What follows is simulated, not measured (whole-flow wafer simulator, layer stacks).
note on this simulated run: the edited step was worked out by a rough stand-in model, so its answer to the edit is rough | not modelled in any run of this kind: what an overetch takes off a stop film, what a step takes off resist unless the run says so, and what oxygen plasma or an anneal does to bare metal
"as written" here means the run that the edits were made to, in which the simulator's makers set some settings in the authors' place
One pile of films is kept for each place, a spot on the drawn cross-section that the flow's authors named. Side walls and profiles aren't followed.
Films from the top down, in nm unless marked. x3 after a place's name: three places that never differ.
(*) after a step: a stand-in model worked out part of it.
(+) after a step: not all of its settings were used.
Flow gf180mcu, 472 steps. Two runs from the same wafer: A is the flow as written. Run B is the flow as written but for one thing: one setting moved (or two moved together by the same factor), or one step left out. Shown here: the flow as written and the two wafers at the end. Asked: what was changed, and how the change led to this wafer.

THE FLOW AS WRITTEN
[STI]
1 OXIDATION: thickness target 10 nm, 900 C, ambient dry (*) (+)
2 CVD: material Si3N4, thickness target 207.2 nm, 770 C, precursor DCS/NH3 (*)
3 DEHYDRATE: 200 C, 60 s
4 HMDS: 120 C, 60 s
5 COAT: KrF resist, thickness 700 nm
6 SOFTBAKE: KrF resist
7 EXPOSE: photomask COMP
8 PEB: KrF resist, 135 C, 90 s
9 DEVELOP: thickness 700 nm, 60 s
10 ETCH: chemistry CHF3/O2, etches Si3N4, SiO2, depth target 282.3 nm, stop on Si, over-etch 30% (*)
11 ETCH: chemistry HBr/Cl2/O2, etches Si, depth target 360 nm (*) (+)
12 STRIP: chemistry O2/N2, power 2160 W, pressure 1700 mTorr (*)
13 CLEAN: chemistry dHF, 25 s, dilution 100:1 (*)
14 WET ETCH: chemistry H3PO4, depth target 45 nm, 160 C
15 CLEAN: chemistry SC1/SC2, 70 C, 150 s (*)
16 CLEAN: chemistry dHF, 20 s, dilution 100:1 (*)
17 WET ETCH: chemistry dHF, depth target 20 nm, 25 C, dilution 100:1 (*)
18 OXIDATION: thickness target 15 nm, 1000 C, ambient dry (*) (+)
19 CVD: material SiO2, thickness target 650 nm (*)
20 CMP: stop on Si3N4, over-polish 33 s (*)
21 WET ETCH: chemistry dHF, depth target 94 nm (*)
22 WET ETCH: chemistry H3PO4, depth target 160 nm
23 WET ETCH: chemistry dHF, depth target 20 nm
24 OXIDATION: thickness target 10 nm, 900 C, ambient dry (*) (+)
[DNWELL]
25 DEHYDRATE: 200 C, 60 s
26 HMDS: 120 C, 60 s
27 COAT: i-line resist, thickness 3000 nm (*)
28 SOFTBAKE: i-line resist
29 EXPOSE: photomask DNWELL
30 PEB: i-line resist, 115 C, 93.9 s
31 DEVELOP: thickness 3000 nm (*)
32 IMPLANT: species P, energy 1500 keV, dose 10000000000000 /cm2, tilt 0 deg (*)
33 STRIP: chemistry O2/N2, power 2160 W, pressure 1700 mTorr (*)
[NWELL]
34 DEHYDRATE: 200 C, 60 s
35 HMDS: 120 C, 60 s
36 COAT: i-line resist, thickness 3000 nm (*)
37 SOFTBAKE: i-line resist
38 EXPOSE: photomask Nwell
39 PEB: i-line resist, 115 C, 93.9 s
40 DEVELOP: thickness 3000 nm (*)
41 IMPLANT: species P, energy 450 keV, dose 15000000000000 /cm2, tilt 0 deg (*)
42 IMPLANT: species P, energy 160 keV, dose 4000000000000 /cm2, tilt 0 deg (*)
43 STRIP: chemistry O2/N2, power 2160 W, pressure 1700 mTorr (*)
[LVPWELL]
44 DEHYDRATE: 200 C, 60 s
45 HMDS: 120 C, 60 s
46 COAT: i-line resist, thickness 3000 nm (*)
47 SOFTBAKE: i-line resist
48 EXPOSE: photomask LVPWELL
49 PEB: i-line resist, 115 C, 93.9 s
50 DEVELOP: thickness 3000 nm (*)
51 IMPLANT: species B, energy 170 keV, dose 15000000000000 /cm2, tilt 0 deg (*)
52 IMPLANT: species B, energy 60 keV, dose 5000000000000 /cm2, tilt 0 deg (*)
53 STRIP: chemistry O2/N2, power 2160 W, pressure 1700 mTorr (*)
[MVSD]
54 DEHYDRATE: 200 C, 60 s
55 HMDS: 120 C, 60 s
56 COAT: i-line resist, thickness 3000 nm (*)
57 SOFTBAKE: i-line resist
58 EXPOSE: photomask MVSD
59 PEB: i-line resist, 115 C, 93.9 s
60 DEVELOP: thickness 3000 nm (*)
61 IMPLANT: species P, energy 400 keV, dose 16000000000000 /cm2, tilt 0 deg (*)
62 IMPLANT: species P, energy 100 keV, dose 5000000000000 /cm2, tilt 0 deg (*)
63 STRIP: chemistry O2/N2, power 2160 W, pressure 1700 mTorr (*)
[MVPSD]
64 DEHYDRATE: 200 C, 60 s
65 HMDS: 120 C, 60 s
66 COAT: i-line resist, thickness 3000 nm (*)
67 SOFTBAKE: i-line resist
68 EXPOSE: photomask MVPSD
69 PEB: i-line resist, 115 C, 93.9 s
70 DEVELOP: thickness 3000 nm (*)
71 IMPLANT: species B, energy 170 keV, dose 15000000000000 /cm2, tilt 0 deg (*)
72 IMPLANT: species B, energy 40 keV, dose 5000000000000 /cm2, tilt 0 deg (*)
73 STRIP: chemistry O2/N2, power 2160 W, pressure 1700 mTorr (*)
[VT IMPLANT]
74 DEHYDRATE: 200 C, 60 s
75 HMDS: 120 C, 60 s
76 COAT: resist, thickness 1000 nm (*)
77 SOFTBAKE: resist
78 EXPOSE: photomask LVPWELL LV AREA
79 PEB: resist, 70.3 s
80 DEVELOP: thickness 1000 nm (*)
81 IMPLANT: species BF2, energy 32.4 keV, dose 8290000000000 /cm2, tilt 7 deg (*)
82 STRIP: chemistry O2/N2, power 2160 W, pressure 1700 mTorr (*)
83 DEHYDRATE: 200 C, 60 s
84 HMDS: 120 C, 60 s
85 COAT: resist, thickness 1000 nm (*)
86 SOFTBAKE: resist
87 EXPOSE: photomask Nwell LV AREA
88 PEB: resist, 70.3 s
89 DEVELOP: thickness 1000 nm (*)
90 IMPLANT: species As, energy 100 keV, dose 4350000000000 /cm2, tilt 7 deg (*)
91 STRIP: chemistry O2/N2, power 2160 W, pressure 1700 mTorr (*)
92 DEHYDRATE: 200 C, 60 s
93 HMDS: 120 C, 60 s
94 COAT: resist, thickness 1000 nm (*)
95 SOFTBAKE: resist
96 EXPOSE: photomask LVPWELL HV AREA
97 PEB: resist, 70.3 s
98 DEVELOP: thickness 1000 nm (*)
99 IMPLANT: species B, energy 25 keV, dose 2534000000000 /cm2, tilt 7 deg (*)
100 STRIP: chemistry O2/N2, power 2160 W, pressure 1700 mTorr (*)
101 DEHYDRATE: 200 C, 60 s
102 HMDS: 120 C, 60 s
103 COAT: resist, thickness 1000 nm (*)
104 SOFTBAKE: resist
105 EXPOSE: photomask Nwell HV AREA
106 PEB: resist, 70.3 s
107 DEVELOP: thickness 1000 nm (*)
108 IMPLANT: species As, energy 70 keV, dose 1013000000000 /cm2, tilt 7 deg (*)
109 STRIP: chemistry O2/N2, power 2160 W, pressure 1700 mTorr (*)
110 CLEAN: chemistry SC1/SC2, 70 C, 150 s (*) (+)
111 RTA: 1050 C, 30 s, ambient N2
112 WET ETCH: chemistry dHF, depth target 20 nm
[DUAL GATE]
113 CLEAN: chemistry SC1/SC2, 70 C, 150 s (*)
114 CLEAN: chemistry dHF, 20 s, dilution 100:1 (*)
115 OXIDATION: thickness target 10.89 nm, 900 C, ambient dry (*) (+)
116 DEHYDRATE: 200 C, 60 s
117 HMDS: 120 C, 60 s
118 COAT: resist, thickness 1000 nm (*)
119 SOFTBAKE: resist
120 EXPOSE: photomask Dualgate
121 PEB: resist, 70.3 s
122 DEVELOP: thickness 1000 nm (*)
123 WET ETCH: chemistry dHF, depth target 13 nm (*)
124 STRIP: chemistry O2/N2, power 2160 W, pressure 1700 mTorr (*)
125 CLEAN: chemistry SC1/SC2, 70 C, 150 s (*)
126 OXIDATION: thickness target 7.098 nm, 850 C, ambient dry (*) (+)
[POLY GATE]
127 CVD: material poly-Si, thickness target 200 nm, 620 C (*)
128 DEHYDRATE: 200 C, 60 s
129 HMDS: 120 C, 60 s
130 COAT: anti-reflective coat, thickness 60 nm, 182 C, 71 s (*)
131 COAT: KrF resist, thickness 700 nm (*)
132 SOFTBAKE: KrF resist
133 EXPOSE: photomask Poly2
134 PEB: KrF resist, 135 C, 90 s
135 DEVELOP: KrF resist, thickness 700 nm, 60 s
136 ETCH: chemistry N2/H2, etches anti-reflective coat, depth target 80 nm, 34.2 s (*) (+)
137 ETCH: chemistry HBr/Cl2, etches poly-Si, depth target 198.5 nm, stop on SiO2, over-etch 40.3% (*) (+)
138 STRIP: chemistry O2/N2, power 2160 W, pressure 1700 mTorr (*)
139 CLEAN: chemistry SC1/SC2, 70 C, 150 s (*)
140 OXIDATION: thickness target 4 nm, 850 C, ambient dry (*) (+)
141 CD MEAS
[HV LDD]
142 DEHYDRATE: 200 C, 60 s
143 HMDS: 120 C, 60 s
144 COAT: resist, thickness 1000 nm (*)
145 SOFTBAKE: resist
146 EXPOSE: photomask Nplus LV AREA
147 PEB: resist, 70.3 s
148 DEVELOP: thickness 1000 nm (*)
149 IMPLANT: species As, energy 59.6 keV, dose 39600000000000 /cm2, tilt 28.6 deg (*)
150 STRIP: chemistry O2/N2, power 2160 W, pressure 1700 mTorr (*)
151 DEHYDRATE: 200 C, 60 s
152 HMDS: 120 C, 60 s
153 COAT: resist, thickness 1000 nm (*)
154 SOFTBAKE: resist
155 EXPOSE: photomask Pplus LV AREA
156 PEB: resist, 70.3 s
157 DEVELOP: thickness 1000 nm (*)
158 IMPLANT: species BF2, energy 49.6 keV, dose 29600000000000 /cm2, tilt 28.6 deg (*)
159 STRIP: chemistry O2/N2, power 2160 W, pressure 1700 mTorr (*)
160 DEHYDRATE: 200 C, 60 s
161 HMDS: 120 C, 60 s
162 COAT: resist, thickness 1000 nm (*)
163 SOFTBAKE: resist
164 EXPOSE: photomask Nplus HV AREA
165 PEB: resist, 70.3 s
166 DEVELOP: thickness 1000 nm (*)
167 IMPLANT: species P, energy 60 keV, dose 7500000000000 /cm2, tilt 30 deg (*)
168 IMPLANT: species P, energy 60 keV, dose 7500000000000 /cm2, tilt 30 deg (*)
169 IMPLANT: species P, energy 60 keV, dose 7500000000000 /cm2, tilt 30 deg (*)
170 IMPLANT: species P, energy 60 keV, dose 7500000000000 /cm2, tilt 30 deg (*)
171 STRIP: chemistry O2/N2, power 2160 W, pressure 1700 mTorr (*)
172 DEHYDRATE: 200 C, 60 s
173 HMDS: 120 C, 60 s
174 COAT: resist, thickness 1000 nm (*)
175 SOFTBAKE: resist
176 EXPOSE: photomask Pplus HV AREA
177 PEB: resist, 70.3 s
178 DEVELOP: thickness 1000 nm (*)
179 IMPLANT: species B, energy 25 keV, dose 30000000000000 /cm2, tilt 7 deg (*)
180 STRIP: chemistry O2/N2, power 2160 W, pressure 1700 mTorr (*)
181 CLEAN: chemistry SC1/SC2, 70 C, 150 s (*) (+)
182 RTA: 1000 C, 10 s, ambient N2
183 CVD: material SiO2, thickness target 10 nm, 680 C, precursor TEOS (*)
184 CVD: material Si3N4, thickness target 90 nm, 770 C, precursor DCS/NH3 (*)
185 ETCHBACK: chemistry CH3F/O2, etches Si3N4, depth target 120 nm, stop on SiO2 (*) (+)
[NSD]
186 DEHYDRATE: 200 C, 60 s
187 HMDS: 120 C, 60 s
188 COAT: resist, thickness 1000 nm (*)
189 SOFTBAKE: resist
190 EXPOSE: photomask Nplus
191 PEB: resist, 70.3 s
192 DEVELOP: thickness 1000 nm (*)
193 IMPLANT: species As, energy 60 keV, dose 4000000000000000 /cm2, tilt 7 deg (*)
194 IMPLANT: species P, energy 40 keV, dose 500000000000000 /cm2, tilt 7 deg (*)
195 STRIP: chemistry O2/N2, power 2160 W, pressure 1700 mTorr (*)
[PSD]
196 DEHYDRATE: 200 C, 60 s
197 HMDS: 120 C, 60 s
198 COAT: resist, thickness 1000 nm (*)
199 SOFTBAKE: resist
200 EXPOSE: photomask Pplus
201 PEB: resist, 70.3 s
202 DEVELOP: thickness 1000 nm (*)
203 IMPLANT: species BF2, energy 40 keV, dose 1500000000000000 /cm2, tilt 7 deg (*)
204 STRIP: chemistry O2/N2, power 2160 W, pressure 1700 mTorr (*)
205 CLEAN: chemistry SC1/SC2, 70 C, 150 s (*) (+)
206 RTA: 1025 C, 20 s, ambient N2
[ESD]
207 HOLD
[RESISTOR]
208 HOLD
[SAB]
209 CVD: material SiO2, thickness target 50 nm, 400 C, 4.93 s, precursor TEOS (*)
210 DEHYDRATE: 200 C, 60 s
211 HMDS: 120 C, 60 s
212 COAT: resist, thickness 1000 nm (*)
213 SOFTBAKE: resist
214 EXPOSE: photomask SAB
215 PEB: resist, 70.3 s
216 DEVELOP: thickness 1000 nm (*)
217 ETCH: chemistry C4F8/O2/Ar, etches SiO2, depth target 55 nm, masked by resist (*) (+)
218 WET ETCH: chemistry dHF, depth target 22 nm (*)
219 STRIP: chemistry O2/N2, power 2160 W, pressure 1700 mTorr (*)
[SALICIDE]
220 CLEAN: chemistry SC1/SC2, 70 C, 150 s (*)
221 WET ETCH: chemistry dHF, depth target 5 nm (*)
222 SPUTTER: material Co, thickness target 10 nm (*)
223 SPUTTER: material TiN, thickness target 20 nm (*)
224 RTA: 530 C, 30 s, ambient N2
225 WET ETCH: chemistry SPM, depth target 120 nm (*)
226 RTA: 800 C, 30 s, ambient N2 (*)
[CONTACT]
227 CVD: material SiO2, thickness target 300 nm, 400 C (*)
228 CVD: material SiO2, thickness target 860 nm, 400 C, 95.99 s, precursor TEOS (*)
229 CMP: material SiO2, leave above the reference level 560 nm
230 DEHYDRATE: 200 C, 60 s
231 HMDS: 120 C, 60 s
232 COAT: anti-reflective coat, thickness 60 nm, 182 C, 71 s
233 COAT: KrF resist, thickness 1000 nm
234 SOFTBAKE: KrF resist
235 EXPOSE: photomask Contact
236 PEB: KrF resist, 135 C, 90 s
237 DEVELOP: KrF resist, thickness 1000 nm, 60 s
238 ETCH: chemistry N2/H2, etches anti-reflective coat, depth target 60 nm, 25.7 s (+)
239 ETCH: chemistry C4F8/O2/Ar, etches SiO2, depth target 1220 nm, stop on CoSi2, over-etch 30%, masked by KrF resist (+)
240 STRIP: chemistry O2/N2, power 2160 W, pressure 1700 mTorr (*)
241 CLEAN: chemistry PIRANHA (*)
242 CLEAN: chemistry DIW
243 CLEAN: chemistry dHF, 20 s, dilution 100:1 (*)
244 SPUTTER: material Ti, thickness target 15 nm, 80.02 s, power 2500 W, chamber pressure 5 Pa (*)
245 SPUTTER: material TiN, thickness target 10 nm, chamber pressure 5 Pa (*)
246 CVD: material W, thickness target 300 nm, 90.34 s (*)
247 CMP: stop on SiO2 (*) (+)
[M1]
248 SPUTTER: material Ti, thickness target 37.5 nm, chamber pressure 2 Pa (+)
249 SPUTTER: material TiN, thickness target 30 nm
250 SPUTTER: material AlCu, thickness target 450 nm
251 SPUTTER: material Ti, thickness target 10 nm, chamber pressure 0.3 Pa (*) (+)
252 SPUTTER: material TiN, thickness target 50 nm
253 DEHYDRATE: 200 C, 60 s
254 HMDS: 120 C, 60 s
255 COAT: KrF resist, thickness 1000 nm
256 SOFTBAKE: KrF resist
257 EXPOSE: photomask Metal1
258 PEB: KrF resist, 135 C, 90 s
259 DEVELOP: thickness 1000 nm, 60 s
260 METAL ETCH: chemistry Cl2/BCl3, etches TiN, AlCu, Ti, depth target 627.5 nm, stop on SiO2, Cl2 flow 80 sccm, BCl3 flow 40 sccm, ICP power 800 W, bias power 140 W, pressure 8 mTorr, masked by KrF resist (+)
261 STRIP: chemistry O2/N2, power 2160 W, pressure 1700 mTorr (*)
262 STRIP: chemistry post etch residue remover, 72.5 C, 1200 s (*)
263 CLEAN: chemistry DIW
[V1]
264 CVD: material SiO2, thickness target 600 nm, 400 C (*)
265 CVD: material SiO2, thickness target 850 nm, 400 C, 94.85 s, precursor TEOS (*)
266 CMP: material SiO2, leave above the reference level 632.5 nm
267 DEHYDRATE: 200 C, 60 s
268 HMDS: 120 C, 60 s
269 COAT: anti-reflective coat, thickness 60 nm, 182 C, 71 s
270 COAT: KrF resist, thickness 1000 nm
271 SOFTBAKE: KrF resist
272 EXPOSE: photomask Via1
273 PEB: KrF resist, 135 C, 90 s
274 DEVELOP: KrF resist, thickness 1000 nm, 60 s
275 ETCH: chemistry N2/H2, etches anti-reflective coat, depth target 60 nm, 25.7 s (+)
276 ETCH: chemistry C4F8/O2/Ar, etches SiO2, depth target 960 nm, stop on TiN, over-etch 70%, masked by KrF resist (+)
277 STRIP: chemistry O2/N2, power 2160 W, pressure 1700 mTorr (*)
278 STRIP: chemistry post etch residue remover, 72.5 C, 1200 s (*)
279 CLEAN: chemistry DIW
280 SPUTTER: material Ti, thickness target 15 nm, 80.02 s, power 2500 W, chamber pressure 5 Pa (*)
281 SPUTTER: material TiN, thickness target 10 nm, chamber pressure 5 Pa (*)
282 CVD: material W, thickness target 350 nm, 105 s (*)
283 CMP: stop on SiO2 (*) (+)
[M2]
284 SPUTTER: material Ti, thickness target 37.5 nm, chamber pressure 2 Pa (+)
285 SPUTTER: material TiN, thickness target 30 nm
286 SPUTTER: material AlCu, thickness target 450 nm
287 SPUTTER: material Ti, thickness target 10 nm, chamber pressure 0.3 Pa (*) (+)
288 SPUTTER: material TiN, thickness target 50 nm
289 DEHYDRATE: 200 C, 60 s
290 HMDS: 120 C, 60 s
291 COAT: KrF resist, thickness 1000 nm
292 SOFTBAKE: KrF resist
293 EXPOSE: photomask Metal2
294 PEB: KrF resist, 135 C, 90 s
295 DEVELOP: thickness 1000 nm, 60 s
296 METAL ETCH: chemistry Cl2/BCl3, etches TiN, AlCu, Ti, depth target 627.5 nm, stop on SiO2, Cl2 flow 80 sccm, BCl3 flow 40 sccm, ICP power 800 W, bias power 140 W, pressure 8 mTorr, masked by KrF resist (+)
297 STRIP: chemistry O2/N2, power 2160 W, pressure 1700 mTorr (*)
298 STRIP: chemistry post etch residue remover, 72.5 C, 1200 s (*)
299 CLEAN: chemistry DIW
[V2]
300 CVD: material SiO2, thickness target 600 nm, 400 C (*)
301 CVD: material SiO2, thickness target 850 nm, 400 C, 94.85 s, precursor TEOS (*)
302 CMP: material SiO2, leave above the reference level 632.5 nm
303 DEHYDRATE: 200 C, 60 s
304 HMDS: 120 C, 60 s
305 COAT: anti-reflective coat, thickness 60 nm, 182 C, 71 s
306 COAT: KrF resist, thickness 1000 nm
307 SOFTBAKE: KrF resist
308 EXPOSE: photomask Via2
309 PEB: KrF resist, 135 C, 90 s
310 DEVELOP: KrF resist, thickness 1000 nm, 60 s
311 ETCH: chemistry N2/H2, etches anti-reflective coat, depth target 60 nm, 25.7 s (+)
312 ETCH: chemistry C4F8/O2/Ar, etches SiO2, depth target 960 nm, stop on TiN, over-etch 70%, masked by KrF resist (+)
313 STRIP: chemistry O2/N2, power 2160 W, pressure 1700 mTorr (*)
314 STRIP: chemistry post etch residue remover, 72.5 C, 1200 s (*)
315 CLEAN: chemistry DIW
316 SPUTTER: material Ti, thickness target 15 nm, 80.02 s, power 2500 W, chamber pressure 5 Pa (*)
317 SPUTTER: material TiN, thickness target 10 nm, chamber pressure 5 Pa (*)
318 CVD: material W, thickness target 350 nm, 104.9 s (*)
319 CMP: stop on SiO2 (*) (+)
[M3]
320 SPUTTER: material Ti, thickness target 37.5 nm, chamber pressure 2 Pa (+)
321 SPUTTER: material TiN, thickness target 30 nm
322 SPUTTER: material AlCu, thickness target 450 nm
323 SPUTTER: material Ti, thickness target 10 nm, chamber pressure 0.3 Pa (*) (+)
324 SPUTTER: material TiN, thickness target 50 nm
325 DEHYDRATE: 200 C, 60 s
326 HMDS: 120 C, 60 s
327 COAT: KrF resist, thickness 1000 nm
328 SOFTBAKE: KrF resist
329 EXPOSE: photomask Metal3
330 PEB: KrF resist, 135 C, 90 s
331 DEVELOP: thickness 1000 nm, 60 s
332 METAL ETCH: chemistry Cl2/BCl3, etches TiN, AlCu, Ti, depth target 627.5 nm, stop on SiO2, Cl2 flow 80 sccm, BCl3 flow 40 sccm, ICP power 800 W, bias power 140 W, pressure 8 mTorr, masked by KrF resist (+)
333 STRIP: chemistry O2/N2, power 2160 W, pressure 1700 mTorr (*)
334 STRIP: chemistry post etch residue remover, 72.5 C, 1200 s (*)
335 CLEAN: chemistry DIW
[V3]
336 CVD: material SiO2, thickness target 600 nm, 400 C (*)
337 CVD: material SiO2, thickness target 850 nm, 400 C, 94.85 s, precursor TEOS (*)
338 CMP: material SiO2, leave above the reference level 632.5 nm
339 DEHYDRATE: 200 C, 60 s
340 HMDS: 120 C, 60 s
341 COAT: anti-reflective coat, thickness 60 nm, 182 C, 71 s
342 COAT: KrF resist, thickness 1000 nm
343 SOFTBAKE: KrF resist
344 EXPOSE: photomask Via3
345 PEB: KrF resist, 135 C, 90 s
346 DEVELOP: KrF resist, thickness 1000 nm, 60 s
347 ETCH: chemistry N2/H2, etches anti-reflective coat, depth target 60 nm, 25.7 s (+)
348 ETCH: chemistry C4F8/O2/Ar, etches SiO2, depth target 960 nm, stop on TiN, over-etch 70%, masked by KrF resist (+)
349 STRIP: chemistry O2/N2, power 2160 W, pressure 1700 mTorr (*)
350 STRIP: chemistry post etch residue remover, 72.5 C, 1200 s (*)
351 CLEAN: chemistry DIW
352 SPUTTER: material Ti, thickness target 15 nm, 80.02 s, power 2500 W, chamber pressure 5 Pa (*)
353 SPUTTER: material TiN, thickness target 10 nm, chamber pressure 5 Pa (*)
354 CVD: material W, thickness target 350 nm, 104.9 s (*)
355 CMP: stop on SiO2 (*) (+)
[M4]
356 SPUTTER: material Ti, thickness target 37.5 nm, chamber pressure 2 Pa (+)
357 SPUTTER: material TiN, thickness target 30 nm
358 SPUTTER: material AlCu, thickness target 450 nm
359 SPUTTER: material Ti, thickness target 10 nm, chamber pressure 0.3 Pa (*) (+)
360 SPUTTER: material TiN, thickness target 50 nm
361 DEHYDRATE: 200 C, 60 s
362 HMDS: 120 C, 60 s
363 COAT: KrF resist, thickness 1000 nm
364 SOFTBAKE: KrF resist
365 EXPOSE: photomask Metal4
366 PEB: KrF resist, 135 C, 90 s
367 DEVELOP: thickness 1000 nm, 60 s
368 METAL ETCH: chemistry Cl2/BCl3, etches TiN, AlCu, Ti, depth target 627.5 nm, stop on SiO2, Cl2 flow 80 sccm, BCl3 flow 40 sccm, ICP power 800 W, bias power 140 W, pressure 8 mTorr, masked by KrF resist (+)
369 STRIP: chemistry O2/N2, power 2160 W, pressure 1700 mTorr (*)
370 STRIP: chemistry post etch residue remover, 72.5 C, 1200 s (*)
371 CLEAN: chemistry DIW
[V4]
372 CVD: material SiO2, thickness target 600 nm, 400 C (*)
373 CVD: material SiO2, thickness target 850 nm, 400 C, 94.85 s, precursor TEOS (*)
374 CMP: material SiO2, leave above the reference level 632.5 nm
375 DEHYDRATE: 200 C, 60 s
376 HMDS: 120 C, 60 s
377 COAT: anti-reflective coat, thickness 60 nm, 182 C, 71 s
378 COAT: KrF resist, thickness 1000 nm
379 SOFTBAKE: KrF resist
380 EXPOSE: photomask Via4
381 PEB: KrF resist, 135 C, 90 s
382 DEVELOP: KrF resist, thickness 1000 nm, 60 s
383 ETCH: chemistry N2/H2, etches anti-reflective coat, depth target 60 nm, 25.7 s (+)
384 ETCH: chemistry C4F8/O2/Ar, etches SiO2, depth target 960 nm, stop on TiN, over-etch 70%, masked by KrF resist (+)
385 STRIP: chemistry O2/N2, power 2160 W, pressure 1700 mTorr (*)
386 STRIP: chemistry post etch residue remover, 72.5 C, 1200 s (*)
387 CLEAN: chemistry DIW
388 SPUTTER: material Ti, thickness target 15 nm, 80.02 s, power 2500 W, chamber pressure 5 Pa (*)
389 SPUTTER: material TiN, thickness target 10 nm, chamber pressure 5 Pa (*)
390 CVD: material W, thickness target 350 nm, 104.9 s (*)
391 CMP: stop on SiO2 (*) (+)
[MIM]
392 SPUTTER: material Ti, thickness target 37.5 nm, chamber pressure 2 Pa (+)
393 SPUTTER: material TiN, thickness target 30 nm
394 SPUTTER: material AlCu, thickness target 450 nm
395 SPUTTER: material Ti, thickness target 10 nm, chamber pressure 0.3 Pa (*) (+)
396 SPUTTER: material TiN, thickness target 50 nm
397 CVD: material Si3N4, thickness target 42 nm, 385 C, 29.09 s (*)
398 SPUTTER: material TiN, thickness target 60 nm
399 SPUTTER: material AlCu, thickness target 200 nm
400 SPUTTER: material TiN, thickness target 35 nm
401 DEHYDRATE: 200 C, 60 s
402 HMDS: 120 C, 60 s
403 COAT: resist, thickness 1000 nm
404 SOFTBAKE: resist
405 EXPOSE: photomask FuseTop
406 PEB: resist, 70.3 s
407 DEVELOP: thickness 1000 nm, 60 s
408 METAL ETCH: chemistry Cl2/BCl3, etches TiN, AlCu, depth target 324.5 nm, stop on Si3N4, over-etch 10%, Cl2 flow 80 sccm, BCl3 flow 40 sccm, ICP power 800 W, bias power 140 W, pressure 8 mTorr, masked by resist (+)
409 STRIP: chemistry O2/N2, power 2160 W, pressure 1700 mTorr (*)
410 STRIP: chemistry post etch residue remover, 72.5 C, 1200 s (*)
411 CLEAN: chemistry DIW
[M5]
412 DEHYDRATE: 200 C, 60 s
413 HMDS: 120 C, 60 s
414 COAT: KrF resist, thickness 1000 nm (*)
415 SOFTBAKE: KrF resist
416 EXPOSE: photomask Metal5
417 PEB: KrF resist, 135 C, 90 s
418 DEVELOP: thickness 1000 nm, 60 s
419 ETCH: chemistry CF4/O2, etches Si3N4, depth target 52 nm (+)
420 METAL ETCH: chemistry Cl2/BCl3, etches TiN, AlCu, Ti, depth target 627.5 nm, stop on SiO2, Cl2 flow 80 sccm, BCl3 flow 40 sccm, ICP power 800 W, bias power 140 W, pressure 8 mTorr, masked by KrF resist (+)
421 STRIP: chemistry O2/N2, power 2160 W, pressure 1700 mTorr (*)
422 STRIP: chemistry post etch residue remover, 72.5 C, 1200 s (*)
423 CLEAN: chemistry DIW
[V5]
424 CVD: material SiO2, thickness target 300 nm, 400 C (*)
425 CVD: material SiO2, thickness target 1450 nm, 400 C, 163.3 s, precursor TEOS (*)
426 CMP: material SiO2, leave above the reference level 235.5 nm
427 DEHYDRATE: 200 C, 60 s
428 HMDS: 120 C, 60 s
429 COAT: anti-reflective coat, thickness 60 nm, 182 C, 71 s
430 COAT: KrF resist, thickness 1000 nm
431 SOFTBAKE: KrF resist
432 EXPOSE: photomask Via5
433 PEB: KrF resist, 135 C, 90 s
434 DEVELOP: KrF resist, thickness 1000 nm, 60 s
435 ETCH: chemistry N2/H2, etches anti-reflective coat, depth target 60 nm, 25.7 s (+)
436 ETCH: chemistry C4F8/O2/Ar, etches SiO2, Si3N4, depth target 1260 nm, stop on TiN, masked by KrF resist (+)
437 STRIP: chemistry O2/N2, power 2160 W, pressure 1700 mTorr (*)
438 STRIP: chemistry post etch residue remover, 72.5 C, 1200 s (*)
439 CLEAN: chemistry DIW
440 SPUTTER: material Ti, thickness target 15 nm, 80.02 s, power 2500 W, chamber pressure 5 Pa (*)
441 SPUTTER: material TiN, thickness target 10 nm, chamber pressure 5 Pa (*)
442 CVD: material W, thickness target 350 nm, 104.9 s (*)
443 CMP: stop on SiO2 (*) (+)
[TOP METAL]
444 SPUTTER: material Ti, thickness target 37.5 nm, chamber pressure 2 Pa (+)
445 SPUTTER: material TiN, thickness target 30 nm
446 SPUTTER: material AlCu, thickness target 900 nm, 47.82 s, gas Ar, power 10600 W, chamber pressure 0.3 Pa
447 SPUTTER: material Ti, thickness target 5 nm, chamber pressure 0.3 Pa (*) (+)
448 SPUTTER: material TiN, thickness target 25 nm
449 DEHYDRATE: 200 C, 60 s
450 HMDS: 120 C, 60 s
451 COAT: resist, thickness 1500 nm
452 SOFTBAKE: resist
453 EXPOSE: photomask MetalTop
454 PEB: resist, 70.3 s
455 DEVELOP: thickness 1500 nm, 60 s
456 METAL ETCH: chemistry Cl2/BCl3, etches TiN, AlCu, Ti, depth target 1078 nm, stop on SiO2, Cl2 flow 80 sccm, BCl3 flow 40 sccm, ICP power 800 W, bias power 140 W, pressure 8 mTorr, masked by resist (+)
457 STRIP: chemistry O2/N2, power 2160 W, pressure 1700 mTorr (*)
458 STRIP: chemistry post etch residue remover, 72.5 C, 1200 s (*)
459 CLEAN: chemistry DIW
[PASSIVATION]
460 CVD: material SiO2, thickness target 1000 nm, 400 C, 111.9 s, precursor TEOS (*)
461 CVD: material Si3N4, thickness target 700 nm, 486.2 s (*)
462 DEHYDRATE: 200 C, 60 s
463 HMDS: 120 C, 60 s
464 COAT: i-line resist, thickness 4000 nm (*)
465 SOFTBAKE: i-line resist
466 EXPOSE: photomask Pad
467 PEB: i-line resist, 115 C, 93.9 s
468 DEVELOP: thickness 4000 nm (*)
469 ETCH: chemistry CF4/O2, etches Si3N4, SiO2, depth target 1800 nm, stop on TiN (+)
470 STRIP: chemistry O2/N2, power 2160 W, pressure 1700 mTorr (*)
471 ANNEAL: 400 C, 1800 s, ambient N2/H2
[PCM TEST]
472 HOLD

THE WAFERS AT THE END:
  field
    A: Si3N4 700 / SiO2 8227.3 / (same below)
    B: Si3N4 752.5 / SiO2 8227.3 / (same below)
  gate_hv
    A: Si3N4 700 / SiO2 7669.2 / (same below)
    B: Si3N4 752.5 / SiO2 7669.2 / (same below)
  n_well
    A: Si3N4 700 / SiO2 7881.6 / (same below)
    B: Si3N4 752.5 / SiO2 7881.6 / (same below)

The cause: step 461, CVD: thickness target 752 nm was run, where the flow has thickness target 700 nm; step 461, CVD: 522.6 s was run, where the flow has 486.2 s.

How the change led to this, step by step:
  461 CVD: material Si3N4, thickness target 700 nm, 486.2 s (*)
      field, field__w1, field__w2 and 109 more: A Si3N4 +700 (new film) | B Si3N4 +752.5 (new film)
  469 ETCH: chemistry CF4/O2, etches Si3N4, SiO2, depth target 1800 nm, stop on TiN (+)
      pad: A Si3N4 -700 (all of it), SiO2 -1000 (all of it) | B Si3N4 -752.5 (all of it), SiO2 -1000 (all of it)
